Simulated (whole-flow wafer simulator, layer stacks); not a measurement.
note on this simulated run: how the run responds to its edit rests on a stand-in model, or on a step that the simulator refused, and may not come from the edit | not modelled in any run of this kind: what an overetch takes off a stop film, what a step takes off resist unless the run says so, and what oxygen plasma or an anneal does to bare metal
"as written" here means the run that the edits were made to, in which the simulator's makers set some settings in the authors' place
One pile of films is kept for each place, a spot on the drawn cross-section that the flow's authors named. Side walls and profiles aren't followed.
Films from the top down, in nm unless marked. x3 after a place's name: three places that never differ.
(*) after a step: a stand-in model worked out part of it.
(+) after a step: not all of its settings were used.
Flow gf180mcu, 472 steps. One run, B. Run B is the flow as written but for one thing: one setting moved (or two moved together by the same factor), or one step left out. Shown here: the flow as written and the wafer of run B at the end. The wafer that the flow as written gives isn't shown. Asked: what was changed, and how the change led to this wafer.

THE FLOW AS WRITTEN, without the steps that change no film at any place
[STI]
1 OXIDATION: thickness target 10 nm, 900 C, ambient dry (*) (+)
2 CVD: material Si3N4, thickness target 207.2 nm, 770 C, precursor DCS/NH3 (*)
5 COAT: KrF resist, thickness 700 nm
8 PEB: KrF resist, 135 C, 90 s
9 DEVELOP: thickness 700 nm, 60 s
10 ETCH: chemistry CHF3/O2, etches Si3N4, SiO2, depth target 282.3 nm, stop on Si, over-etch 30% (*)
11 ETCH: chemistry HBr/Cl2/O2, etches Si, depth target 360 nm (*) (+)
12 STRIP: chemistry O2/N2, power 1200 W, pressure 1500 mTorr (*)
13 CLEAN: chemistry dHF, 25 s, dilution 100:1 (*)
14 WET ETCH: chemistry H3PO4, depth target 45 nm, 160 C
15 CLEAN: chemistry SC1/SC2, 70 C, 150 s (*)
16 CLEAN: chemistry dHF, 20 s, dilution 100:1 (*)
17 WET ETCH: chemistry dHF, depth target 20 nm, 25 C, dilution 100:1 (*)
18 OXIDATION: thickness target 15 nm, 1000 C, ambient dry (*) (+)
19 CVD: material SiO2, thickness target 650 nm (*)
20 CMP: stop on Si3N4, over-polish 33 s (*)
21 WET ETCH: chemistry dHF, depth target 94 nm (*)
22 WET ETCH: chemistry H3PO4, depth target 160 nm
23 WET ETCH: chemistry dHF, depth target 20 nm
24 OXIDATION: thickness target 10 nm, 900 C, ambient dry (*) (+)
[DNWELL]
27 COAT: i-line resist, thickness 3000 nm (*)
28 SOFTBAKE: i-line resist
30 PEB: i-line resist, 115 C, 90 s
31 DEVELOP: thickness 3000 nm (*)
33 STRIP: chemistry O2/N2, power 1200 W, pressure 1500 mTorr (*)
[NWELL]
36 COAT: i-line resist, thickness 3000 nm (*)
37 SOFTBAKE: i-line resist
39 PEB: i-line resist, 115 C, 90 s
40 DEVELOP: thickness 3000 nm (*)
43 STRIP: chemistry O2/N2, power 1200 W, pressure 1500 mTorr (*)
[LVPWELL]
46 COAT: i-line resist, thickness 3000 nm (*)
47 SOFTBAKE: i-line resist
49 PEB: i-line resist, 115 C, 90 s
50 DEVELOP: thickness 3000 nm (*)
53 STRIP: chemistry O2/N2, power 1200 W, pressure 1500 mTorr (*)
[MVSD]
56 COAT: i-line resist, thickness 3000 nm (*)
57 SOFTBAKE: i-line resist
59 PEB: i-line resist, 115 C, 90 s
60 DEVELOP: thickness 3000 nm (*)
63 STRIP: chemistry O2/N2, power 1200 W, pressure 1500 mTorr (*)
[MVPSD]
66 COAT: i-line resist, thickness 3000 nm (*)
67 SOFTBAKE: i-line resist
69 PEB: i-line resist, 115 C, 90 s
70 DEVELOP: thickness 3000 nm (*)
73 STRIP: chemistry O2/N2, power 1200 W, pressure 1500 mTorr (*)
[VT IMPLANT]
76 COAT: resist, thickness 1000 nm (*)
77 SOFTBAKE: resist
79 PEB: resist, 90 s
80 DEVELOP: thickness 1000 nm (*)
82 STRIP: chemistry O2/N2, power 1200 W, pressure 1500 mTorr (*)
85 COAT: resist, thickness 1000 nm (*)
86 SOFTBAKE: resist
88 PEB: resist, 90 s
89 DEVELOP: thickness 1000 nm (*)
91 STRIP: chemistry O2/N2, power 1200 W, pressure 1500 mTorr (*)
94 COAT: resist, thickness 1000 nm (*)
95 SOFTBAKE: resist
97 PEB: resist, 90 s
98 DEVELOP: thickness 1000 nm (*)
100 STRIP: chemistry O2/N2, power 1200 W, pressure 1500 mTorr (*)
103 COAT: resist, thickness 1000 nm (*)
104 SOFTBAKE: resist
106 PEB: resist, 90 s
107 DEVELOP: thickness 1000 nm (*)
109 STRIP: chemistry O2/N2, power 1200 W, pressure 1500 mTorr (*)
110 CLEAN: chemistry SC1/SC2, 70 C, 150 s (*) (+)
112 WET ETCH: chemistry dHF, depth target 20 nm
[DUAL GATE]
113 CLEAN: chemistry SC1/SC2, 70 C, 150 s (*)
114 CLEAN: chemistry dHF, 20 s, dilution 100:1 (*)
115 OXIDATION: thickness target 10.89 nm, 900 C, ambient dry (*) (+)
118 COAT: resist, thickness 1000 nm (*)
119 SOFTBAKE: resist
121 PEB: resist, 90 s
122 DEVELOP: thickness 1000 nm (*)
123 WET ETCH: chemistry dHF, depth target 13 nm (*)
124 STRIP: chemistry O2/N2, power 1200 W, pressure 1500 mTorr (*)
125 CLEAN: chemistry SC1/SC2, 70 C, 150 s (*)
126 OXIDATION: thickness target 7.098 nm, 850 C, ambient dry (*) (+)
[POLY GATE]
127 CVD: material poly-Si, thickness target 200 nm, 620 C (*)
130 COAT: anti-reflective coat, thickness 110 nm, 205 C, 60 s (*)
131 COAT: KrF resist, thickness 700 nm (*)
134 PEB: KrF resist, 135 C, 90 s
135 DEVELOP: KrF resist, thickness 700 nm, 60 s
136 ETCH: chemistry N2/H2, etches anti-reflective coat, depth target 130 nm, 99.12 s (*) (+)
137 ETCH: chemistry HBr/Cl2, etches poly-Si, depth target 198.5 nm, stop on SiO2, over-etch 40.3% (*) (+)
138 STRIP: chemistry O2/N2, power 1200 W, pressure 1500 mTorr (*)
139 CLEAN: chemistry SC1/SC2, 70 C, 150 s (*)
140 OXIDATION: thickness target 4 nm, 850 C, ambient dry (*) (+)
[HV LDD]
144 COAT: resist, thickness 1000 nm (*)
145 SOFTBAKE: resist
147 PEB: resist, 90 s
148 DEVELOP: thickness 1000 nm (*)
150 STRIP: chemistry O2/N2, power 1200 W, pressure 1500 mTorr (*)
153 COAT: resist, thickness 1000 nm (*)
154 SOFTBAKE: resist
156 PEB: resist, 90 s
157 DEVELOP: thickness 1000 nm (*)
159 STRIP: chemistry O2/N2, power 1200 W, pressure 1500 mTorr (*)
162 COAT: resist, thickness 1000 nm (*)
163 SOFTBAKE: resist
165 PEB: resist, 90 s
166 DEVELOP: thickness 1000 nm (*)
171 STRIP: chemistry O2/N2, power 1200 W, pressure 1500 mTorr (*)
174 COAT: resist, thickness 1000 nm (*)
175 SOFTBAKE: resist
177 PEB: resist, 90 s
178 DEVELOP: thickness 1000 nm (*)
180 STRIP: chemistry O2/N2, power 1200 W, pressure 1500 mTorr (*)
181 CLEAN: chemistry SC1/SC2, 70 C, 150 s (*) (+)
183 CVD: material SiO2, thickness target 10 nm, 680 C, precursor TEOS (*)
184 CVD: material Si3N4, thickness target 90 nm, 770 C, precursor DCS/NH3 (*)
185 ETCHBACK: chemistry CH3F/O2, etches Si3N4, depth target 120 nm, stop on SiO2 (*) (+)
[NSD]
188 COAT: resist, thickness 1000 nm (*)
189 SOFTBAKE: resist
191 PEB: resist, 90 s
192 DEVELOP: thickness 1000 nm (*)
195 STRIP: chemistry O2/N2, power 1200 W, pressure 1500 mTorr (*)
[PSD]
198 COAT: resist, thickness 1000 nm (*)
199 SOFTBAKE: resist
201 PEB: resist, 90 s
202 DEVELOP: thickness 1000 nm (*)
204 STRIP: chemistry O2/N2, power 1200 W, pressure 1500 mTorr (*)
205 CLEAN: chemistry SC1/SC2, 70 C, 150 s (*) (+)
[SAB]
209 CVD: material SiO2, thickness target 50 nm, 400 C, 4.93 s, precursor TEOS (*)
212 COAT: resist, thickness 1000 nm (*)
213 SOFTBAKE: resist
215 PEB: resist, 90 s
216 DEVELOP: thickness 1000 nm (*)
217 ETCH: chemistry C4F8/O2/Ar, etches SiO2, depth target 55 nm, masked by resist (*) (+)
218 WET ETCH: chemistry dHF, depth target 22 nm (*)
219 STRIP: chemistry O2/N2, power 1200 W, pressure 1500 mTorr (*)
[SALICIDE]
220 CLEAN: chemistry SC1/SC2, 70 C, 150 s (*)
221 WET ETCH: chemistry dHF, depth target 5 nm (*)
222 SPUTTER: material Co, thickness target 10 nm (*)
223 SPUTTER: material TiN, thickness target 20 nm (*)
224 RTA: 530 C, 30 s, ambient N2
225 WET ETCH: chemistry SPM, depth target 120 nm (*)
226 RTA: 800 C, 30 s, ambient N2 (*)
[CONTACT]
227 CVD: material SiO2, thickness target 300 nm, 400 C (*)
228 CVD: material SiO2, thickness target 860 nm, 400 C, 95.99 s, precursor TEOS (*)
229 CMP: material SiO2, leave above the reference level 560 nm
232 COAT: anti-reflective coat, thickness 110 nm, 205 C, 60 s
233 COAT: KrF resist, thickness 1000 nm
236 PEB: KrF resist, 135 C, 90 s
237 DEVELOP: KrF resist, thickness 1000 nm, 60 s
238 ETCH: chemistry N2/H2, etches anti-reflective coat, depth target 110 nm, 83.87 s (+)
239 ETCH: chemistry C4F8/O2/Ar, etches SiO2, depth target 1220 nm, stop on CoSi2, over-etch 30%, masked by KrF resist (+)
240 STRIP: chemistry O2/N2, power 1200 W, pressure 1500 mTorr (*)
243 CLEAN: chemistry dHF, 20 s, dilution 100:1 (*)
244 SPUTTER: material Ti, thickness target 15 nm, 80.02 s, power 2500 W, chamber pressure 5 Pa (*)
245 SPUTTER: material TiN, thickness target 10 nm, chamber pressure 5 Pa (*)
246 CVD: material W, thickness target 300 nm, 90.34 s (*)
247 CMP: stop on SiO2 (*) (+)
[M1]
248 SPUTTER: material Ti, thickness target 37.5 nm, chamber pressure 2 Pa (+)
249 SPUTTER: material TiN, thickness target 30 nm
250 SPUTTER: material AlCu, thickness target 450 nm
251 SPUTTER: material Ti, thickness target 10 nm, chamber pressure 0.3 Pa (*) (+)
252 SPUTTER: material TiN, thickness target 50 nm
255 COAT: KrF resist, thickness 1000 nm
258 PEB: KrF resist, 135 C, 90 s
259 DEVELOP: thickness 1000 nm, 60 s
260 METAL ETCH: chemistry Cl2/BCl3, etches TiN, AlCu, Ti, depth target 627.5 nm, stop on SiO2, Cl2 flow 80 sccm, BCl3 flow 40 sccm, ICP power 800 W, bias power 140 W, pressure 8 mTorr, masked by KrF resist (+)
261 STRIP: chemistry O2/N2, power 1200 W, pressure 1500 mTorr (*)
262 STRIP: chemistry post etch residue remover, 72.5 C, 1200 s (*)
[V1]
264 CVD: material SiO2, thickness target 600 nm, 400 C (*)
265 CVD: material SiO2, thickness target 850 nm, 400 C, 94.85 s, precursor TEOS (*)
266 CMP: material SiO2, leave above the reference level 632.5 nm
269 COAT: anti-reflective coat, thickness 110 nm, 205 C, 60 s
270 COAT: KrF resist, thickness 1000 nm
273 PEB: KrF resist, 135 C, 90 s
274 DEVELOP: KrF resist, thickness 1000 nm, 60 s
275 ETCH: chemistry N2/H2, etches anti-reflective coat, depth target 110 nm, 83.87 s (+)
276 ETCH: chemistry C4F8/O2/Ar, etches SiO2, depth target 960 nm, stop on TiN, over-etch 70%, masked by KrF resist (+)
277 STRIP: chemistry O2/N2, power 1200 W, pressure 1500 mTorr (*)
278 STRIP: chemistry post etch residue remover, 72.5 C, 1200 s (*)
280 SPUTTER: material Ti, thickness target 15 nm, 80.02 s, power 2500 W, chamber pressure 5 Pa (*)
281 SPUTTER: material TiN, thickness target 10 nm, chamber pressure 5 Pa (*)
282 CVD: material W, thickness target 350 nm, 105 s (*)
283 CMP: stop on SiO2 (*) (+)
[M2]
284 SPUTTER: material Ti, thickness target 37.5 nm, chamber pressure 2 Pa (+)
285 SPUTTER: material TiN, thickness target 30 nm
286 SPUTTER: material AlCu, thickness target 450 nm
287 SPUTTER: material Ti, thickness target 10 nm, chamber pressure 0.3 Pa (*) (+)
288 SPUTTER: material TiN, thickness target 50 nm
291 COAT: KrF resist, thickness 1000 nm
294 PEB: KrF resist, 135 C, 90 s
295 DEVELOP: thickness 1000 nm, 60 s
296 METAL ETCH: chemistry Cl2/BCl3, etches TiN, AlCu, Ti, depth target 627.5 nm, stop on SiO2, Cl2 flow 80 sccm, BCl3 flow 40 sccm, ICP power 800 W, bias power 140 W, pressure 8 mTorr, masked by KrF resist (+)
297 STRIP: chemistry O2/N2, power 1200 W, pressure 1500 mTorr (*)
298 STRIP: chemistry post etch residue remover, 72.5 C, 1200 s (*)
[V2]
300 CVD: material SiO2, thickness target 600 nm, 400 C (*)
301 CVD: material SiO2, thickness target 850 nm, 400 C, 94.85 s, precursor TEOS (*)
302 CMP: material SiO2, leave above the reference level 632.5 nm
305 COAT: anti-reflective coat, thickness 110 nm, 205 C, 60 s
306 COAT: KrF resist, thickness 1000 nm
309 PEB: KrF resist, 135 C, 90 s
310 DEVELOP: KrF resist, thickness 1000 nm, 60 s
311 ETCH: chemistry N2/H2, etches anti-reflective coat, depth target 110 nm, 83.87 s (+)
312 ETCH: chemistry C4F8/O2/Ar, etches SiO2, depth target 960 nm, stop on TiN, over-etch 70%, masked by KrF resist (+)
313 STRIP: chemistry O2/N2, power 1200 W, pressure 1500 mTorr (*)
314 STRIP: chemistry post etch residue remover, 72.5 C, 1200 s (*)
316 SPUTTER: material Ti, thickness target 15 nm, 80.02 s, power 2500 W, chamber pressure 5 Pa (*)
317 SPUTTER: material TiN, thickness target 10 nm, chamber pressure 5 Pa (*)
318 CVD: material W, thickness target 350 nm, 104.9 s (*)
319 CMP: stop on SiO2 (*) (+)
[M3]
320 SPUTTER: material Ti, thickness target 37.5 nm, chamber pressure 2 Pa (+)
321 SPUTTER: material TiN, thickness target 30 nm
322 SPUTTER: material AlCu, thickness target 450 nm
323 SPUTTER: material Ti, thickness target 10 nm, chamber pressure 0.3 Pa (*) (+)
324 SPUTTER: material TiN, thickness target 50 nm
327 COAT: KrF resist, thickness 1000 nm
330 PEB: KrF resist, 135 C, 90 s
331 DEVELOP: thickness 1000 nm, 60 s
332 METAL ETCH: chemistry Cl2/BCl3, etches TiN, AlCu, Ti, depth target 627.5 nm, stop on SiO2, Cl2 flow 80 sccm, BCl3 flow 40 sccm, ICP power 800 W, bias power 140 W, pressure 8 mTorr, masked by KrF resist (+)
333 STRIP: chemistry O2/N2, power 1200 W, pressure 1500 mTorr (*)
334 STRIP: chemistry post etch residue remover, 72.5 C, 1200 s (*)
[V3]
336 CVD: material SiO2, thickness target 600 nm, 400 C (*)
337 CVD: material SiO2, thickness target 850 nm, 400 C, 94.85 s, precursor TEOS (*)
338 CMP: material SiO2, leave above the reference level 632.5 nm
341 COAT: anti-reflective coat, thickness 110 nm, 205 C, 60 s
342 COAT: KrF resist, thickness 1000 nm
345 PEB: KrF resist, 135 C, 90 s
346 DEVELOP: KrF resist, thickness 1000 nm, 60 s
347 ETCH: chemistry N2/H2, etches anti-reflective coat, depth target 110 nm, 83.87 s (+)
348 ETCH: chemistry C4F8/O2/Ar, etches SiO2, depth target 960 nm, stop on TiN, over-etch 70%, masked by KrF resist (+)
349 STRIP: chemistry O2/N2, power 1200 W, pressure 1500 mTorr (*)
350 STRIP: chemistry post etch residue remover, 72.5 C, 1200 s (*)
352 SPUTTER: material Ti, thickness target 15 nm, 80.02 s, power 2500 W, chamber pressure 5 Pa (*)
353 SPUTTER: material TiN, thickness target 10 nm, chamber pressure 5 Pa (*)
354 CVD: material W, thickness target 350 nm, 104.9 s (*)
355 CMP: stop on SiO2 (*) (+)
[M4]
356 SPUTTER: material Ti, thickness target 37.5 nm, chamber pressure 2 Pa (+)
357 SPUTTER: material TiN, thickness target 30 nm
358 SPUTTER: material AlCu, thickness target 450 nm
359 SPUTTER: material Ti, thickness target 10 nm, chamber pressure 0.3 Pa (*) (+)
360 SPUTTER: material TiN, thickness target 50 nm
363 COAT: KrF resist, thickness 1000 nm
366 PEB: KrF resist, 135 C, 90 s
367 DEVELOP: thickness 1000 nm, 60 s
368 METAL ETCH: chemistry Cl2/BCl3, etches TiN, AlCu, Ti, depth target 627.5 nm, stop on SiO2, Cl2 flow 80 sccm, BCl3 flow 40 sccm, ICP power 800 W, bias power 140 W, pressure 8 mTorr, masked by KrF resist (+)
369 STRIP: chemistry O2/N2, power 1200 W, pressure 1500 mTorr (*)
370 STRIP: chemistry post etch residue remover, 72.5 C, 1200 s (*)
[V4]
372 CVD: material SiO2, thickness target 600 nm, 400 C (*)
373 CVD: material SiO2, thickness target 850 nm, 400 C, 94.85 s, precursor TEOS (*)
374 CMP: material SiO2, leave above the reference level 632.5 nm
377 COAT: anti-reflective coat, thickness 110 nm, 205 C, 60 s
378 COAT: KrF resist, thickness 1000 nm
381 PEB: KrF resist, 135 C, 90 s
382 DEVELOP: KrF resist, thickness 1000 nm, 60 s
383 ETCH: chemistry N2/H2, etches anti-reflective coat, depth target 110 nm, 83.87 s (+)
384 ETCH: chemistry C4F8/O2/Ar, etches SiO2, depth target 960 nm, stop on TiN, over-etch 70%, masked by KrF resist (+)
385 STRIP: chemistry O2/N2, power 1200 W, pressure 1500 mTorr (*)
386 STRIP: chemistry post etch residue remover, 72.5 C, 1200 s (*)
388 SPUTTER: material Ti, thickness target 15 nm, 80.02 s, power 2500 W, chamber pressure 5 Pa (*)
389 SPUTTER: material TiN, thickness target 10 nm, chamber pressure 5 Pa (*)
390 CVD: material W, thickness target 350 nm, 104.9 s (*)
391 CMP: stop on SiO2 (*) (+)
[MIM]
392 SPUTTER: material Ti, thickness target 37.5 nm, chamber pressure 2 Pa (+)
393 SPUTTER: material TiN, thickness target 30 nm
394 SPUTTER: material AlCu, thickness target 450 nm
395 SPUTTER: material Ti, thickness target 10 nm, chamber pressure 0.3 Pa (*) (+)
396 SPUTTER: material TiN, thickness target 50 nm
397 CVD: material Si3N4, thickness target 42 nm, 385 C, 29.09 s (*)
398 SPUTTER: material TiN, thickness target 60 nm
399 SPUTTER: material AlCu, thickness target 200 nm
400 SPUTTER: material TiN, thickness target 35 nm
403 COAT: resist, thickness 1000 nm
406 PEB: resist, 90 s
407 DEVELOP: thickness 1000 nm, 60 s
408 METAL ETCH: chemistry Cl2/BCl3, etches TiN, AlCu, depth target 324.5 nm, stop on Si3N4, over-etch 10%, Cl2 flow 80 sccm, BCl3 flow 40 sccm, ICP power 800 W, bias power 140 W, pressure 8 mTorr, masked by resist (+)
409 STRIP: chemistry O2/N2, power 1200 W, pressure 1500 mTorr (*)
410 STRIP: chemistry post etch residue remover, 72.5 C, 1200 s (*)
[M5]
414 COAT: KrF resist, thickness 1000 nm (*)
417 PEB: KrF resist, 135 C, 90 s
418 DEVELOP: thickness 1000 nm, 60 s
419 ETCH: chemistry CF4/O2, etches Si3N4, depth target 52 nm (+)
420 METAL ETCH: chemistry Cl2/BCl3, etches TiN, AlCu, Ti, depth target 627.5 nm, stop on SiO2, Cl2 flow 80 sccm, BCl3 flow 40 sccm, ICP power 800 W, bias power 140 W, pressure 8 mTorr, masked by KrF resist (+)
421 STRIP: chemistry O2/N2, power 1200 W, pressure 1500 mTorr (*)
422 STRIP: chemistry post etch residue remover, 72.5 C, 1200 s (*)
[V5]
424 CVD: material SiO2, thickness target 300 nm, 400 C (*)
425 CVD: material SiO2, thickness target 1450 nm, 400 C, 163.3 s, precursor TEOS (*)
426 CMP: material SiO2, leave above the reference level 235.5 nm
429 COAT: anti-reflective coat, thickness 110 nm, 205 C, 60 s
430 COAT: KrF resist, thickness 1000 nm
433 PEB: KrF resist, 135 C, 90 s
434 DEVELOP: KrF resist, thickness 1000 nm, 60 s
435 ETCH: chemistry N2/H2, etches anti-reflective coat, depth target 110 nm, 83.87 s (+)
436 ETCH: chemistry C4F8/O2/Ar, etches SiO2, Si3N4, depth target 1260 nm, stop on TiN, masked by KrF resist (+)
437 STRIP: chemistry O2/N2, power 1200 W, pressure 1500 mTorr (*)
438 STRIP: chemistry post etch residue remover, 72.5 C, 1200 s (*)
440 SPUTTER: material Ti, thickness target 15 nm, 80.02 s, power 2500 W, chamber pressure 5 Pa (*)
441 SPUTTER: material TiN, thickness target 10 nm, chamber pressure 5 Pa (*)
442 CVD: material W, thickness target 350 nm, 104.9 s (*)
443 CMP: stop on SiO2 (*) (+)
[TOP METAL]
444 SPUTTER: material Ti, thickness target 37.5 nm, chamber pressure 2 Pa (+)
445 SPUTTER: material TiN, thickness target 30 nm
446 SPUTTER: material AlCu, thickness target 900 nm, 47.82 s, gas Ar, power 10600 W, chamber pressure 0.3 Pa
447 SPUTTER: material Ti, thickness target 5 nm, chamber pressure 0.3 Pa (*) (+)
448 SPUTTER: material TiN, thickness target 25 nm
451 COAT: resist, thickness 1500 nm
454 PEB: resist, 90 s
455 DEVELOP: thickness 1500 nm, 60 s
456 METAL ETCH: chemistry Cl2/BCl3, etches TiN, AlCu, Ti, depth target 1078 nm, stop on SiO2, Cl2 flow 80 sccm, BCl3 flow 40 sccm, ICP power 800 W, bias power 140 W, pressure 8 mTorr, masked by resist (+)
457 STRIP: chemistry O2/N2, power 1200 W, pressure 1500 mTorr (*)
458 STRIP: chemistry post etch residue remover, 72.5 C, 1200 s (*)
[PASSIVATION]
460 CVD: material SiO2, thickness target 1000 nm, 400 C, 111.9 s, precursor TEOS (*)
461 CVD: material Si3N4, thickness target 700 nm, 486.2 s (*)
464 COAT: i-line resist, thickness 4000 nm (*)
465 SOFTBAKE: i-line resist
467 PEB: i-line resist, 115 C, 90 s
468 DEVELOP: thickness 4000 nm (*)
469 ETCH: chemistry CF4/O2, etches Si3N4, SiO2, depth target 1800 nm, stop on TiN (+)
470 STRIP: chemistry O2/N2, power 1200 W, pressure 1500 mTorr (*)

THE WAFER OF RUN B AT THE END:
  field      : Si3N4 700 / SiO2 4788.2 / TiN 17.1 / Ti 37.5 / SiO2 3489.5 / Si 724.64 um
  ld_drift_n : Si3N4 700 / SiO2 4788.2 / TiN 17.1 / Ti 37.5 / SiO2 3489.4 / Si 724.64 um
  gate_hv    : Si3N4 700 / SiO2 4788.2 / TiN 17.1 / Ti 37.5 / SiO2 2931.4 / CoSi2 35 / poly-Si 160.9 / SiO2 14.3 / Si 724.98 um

The cause: step 322, SPUTTER: thickness target 555 nm was run, where the flow has thickness target 450 nm.

How the change led to this, step by step:
  322 SPUTTER: material AlCu, thickness target 450 nm
      field, field__w1, field__w2 and 108 more: AlCu +555 (new film) (as written it would be: AlCu +450 (new film))
  332 METAL ETCH: chemistry Cl2/BCl3, etches TiN, AlCu, Ti, depth target 627.5 nm, stop on SiO2, Cl2 flow 80 sccm, BCl3 flow 40 sccm, ICP power 800 W, bias power 140 W, pressure 8 mTorr, masked by KrF resist (+)
      field, field__w1, field__w2 and 103 more: TiN -50 (all of it), Ti -10 (all of it), AlCu -555 (all of it), TiN -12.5 (as written it would be: TiN -50 (all of it), Ti -10 (all of it), AlCu -450 (all of it), TiN -30 (all of it), Ti -37.5 (all of it))
  336 CVD: material SiO2, thickness target 600 nm, 400 C (*)
      field, field__w1, field__w2 and 103 more: SiO2 +600 (new film) (as written it would be: SiO2 +600)
  338 CMP: material SiO2, leave above the reference level 632.5 nm
      field, field__w1, field__w2 and 103 more: SiO2 -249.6 (as written it would be: SiO2 -300)
Counting metal films that touch as one body, field has 1 body; the flow as written gives 0 bodies.
Counting metal films that touch as one body, ld_drift_n has 1 body; the flow as written gives 0 bodies.
Counting metal films that touch as one body, gate_hv has 2 bodies (between them, from the top down: SiO2 2931.4); the flow as written gives 1 body.
